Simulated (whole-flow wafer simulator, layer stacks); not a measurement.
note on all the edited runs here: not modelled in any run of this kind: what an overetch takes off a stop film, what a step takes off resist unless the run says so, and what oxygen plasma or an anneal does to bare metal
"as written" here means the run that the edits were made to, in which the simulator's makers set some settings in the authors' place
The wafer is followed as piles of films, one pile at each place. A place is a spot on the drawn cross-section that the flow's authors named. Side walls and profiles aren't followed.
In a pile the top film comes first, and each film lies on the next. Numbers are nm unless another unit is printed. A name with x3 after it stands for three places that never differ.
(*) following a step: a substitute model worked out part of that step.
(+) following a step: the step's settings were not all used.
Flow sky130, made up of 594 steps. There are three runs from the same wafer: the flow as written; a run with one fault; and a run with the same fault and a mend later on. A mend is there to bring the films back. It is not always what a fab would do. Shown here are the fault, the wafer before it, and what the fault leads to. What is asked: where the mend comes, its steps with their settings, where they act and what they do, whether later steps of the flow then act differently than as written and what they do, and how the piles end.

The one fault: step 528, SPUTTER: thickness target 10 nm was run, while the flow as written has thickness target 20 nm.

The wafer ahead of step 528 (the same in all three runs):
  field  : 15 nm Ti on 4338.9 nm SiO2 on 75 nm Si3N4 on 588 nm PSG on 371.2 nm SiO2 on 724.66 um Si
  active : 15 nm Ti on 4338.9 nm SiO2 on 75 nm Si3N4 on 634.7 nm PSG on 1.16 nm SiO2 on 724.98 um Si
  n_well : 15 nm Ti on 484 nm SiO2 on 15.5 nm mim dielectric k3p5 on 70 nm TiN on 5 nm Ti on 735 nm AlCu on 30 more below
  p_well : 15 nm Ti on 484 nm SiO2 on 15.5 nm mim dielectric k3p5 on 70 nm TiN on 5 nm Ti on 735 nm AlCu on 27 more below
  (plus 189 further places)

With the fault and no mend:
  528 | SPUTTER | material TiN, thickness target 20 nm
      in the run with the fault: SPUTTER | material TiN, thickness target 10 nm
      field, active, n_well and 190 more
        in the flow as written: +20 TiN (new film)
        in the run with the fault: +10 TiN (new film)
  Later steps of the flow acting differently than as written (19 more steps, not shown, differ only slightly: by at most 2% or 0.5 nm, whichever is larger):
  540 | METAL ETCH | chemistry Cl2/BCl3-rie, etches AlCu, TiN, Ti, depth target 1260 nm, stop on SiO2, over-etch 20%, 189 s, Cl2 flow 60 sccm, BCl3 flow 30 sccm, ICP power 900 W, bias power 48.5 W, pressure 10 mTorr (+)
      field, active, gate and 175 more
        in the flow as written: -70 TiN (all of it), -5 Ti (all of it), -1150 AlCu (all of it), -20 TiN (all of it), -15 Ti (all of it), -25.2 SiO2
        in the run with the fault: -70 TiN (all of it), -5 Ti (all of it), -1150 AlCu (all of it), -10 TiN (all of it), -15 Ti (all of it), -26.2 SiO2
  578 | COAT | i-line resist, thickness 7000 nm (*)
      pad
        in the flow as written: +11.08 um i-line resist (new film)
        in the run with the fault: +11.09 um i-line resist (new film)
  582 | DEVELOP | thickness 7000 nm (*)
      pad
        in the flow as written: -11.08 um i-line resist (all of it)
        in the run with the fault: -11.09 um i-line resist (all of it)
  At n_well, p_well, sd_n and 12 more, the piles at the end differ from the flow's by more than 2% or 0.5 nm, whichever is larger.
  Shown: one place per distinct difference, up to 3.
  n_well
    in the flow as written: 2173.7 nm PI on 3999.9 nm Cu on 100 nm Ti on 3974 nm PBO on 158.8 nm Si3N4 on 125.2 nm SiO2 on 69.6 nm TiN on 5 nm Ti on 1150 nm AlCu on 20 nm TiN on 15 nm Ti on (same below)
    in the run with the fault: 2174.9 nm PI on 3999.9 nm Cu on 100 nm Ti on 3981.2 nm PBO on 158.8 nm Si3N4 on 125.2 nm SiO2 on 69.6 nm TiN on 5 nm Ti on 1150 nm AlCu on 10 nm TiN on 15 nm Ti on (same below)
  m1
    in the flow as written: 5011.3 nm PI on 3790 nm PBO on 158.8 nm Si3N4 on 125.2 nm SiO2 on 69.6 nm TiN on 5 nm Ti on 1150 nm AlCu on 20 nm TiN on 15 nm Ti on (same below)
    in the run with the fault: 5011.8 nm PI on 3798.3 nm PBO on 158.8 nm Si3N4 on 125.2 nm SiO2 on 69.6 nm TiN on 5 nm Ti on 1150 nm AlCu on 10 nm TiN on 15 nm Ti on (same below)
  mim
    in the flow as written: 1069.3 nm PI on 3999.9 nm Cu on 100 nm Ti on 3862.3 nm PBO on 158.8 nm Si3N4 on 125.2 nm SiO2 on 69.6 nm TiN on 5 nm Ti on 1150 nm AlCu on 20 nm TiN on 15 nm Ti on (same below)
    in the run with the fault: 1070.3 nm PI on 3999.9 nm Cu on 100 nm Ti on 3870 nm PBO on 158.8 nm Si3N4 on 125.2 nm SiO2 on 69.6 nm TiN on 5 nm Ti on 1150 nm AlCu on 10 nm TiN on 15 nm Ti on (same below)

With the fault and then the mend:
  After step 528 comes the mend.
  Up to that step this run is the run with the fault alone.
  528a | SPUTTER | material TiN, thickness target 10 nm (the flow's step 528 again, with other settings)
      field, active, n_well and 190 more
        +10 TiN
  Later steps of the flow that are run all act as written at every place that is followed.
  By the end, the piles equal the flow's at every place that both follow.
